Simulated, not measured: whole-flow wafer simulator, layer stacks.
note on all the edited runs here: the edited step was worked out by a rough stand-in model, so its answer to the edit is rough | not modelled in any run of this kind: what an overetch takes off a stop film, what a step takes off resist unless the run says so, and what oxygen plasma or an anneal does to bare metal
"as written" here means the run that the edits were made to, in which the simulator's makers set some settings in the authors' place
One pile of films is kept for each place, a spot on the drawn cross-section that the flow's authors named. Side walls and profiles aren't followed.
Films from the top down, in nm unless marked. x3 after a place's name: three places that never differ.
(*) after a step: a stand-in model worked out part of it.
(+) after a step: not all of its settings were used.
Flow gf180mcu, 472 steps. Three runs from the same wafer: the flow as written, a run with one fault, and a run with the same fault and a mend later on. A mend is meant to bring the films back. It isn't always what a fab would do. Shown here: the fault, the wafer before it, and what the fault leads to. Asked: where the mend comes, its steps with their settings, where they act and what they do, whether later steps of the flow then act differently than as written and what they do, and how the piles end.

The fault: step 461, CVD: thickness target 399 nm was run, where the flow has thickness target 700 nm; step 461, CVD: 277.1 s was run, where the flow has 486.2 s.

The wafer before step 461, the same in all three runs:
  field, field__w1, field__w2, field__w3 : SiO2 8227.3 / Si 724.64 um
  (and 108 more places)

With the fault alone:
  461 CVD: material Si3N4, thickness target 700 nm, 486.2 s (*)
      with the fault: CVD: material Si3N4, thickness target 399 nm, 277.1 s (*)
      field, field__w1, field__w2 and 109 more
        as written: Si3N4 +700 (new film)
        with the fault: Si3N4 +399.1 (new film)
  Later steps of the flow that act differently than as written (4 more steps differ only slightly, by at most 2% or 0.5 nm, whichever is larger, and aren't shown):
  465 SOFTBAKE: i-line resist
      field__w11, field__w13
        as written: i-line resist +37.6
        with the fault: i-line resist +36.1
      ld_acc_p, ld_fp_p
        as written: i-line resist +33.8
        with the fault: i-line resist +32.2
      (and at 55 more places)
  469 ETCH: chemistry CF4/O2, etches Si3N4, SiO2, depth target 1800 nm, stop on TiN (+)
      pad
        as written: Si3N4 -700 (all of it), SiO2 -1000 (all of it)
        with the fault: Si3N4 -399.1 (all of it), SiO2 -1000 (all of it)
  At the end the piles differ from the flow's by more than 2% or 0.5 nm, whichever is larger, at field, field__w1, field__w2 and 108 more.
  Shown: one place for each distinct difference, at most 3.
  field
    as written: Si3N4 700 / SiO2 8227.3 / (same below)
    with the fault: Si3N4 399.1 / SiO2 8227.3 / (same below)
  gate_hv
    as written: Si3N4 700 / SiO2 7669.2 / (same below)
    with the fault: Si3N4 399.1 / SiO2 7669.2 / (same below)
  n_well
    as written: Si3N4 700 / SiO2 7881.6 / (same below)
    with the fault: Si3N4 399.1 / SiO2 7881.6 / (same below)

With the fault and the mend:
  The mend comes after step 468.
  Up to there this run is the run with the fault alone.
  468a STRIP: chemistry O2/N2, power 2160 W, pressure 1700 mTorr (*)
      iso_ptap_pw, iso_ntap_nw, iso_nw_fld and 33 more
        i-line resist -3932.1 (all of it)
      p_well, sti, spacer, sd_n, mim_1p0, dice_street
        i-line resist -3938.1 (all of it)
      field__w2, field__w3, field__w6
        i-line resist -3984.4 (all of it)
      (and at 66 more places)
  468b CVD: material Si3N4, thickness target 301 nm, 209.1 s (*) (the flow's step 461 once more, with other settings)
      field, field__w1, field__w2 and 109 more
        Si3N4 +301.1
  468c HMDS: 120 C, 60 s (the flow's step 463 once more)
      changes no film at any place that is followed
  468d COAT: i-line resist, thickness 4000 nm (*) (the flow's step 464 once more)
      iso_ptap_pw, iso_ntap_nw, iso_nw_fld and 33 more
        i-line resist +4000 (new film)
      field__w9, field__w13, sd_p_hv, gate_p_hv, nplus_u, npoly_u
        i-line resist +4017 (new film)
      p_well, sti, spacer, sd_n, mim_1p0, dice_street
        i-line resist +4006.3 (new film)
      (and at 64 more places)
  468e SOFTBAKE: i-line resist (the flow's step 465 once more)
      ld_acc_p, ld_fp_p, ld_drift_p
        i-line resist +33.8
      field__w2, field_sub__w4
        i-line resist +33.4
      field__w11, field__w13
        i-line resist +37.6
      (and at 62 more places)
  468f EXPOSE: photomask Pad (the flow's step 466 once more)
      changes no film at any place that is followed
  468g PEB: i-line resist, 115 C, 93.9 s (the flow's step 467 once more)
      iso_ptap_pw, iso_ntap_nw, iso_nw_fld and 33 more
        i-line resist -67.9
      field, field__w2, field__w3 and 25 more
        i-line resist -68.8
      field_sub, field_sub__w1, field_sub__w2 and 23 more
        i-line resist -68.7
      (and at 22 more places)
  468h DEVELOP: thickness 4000 nm (*) (the flow's step 468 once more)
      field__w5, field__w7, field__w13 and 13 more
        i-line resist -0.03
      pad
        i-line resist -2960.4 (all of it)
  No later step of the flow acts differently than as written, at any place that is followed, by more than 2% or 0.5 nm, whichever is larger.
  At the end the piles differ from the flow's only slightly at the places that both follow, by at most 2% or 0.5 nm, whichever is larger.
